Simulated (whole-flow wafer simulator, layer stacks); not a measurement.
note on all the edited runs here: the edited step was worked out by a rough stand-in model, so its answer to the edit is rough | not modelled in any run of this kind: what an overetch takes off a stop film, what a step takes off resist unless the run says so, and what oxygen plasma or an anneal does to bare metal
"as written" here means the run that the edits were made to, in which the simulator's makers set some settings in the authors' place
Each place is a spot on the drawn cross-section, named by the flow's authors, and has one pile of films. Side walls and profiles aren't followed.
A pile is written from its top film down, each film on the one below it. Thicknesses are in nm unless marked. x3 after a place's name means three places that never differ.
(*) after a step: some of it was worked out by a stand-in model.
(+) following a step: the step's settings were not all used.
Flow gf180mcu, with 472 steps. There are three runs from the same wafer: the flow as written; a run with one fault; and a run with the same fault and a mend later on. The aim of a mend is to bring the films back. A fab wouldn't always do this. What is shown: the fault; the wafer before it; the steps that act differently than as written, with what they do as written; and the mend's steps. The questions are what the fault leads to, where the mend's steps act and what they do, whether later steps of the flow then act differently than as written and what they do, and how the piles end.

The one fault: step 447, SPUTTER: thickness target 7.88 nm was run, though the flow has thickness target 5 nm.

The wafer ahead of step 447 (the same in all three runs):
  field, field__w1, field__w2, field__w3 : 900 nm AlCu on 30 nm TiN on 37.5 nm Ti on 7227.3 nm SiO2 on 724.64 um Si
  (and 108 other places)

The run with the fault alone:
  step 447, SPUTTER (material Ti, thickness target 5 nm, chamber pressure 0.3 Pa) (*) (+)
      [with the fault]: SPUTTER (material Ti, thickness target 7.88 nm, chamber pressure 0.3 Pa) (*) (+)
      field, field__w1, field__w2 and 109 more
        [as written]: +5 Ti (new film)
        [with the fault]: +7.88 Ti (new film)
  Steps later in the flow that act otherwise than as written (5 more steps, not shown, differ only slightly: by at most 2% or 0.5 nm, whichever is larger):
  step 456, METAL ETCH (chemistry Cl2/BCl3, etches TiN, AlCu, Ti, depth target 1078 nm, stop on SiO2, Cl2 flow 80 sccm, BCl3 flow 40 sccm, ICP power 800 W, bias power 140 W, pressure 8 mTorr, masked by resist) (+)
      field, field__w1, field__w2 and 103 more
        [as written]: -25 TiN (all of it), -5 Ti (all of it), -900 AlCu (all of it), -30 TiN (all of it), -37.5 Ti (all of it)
        [with the fault]: -25 TiN (all of it), -7.88 Ti (all of it), -900 AlCu (all of it), -30 TiN (all of it), -37.5 Ti (all of it)
  At field__w8, contact, m1, m1__w1, pad, m1_nw, the piles at the end differ from the flow's by more than 2% or 0.5 nm, whichever is larger.
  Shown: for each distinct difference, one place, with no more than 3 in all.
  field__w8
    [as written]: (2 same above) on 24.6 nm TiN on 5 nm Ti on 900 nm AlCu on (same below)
    [with the fault]: (2 same above) on 24.6 nm TiN on 7.88 nm Ti on 900 nm AlCu on (same below)
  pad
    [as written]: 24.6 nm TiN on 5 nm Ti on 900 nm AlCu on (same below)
    [with the fault]: 24.6 nm TiN on 7.88 nm Ti on 900 nm AlCu on (same below)

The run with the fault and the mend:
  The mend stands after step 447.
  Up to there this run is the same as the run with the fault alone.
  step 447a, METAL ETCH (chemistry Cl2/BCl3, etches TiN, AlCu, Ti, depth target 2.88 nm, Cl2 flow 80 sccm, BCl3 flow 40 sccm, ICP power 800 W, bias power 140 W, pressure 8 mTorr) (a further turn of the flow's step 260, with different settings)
      field, field__w1, field__w2 and 109 more
        -2.88 Ti
  Every later step of the flow that is run acts as written at every place that is followed.
  By the end, the piles equal the flow's at every place that both follow.
